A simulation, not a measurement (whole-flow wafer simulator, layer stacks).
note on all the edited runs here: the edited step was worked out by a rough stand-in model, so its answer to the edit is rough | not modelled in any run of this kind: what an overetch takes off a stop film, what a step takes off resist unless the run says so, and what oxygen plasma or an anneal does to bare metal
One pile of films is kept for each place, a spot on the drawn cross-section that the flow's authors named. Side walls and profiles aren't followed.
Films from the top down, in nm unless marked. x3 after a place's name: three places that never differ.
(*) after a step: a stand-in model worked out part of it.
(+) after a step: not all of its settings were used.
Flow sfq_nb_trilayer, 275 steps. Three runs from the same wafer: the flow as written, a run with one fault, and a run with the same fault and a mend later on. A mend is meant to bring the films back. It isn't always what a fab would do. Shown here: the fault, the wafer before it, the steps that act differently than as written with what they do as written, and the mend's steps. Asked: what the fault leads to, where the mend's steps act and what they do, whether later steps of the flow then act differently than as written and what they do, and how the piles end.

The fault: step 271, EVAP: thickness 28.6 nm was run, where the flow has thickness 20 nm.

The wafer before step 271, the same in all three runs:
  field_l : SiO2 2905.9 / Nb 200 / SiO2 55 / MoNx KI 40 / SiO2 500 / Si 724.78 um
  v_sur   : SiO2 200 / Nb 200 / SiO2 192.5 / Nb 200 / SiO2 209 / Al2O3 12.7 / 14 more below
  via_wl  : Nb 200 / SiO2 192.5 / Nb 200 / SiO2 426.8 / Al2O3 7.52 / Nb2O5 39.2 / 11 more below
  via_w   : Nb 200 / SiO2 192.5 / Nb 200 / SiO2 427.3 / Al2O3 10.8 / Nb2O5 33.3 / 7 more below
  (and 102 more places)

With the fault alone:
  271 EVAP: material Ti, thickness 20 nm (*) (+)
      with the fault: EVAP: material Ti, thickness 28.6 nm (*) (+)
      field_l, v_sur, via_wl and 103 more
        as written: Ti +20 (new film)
        with the fault: Ti +28.6 (new film)
  Later steps of the flow that act differently than as written:
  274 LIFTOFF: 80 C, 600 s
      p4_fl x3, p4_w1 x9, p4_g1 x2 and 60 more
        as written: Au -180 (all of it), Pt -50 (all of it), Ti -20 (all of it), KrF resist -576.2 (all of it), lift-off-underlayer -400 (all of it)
        with the fault: Au -180 (all of it), Pt -50 (all of it), Ti -28.6 (all of it), KrF resist -576.2 (all of it), lift-off-underlayer -400 (all of it)
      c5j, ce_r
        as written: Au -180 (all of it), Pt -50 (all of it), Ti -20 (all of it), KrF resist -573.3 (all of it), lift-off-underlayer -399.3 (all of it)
        with the fault: Au -180 (all of it), Pt -50 (all of it), Ti -28.6 (all of it), KrF resist -573.3 (all of it), lift-off-underlayer -399.3 (all of it)
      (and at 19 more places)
  At the end the piles differ from the flow's by more than 2% or 0.5 nm, whichever is larger, at field_l, v_sur, via_wl and 8 more.
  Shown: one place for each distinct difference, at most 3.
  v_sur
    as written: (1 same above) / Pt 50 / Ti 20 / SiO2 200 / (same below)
    with the fault: (1 same above) / Pt 50 / Ti 28.6 / SiO2 200 / (same below)
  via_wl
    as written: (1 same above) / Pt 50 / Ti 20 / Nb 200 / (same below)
    with the fault: (1 same above) / Pt 50 / Ti 28.6 / Nb 200 / (same below)
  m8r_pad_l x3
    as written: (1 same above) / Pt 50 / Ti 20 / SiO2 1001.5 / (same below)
    with the fault: (1 same above) / Pt 50 / Ti 28.6 / SiO2 1001.5 / (same below)

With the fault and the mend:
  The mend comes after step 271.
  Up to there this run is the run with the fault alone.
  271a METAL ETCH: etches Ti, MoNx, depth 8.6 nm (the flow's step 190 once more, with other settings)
      field_l, v_sur, via_wl and 103 more
        Ti -8.6
  No later step of the flow acts differently than as written at any place that is followed.
  At the end the piles are the same as the flow's at every place that both follow.
